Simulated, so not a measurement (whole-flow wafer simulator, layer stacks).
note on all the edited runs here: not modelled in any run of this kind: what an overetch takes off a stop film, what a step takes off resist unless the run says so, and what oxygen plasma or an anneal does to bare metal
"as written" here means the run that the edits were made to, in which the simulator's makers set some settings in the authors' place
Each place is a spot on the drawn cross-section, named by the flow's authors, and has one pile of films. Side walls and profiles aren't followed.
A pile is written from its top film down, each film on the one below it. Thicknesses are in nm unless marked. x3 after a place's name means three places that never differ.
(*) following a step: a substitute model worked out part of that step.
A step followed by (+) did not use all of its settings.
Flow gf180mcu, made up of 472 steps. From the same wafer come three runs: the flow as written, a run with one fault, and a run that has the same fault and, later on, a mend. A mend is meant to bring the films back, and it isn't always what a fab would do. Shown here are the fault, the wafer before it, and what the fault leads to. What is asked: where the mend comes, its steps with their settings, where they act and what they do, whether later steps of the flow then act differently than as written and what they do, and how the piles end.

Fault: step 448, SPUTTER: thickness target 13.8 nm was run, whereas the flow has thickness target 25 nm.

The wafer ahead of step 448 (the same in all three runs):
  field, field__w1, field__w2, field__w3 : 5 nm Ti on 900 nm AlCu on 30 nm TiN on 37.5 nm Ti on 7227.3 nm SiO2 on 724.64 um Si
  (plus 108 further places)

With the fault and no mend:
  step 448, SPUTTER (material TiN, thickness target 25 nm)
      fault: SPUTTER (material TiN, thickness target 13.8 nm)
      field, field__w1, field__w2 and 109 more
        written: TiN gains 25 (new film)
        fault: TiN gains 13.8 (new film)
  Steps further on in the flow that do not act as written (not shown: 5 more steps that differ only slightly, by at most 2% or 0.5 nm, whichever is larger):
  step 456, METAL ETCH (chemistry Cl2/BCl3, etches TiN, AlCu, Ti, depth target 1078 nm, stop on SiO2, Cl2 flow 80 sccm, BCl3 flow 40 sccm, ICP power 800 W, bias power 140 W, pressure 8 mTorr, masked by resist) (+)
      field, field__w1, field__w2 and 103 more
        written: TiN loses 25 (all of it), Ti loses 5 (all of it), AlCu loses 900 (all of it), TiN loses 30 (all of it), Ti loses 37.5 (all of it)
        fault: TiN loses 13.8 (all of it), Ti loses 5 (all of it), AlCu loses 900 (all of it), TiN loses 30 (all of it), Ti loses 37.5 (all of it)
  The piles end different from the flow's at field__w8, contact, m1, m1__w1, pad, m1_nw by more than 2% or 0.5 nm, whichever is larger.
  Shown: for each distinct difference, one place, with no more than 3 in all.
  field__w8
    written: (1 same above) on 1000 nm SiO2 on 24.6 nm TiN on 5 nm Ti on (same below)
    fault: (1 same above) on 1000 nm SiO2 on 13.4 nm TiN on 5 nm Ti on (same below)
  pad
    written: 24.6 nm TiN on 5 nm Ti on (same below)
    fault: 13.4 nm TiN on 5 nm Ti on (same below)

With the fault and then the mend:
  The mend stands after step 455.
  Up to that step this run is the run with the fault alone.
  step 455a, STRIP (chemistry O2/N2, power 2160 W, pressure 1700 mTorr) (*)
      field__w8, contact, m1, m1__w1, pad, m1_nw
        resist loses 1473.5 (all of it)
  step 455b, SPUTTER (material TiN, thickness target 11.2 nm) (the flow's step 448, run once more with other settings)
      field, field__w1, field__w2 and 109 more
        TiN gains 11.2
  step 455c, HMDS (120 C, 60 s) (the flow's step 450, run once more)
      leaves every film unchanged at each place that is followed
  step 455d, COAT (resist, thickness 1500 nm) (the flow's step 451, run once more)
      field, field__w1, field__w2 and 109 more
        resist gains 1500 (new film)
  step 455e, SOFTBAKE (resist) (the flow's step 452, run once more)
      leaves every film unchanged at each place that is followed
  step 455f, EXPOSE (photomask MetalTop) (the flow's step 453, run once more)
      leaves every film unchanged at each place that is followed
  step 455g, PEB (resist, 70.3 s) (the flow's step 454, run once more)
      field, field__w1, field__w2 and 109 more
        resist loses 26.5
  step 455h, DEVELOP (thickness 1500 nm, 60 s) (the flow's step 455, run once more)
      field, field__w1, field__w2 and 103 more
        resist loses 1473.5 (all of it)
  Every later step of the flow that is run acts as written at every place that is followed.
  At every place that both follow, the piles at the end match the flow's.
